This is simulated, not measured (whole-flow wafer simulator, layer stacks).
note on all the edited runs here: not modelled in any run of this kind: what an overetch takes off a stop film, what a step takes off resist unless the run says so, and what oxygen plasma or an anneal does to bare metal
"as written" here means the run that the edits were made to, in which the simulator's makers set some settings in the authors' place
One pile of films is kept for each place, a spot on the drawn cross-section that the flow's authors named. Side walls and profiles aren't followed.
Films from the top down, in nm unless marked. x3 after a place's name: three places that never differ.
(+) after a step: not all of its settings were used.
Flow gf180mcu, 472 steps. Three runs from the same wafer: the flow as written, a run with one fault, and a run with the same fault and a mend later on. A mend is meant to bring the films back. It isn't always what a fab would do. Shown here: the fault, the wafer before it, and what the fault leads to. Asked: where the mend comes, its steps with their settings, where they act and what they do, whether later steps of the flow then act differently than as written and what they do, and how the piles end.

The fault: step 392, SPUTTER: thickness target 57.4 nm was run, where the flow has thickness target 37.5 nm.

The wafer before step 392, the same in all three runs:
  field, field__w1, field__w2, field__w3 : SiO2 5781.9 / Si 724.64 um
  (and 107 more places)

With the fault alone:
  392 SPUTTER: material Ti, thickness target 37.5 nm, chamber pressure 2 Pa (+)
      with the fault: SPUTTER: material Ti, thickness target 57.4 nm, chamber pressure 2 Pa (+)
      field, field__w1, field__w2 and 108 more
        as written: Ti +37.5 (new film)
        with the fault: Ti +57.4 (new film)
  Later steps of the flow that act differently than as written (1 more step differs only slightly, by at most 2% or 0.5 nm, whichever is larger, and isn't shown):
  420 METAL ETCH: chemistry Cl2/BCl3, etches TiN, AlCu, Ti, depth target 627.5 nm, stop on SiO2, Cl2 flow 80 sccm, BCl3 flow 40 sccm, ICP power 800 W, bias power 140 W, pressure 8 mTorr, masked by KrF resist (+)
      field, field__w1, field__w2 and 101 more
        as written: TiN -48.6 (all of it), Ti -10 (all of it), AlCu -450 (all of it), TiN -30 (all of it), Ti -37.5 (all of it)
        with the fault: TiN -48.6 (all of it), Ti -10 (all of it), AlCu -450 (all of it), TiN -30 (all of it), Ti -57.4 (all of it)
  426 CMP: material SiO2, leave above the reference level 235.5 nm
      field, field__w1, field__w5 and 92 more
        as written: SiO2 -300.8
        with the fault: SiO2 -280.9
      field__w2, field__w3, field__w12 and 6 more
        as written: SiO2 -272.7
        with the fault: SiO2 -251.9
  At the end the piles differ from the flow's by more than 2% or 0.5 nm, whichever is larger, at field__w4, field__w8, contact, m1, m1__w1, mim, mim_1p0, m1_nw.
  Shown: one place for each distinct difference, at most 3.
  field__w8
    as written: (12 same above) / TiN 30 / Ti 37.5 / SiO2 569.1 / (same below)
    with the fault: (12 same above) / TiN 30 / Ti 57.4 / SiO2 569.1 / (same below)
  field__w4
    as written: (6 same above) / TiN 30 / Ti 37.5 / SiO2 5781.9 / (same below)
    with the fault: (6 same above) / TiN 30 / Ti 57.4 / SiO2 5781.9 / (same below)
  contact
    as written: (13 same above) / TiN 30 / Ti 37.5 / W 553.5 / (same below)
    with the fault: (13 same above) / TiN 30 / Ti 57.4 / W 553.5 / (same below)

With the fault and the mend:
  The mend comes after step 392.
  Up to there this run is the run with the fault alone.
  392a METAL ETCH: chemistry Cl2/BCl3, etches TiN, AlCu, Ti, depth target 19.9 nm, Cl2 flow 80 sccm, BCl3 flow 40 sccm, ICP power 800 W, bias power 140 W, pressure 8 mTorr (the flow's step 260 once more, with other settings)
      field, field__w1, field__w2 and 108 more
        Ti -19.9
  No later step of the flow acts differently than as written at any place that is followed.
  At the end the piles are the same as the flow's at every place that both follow.
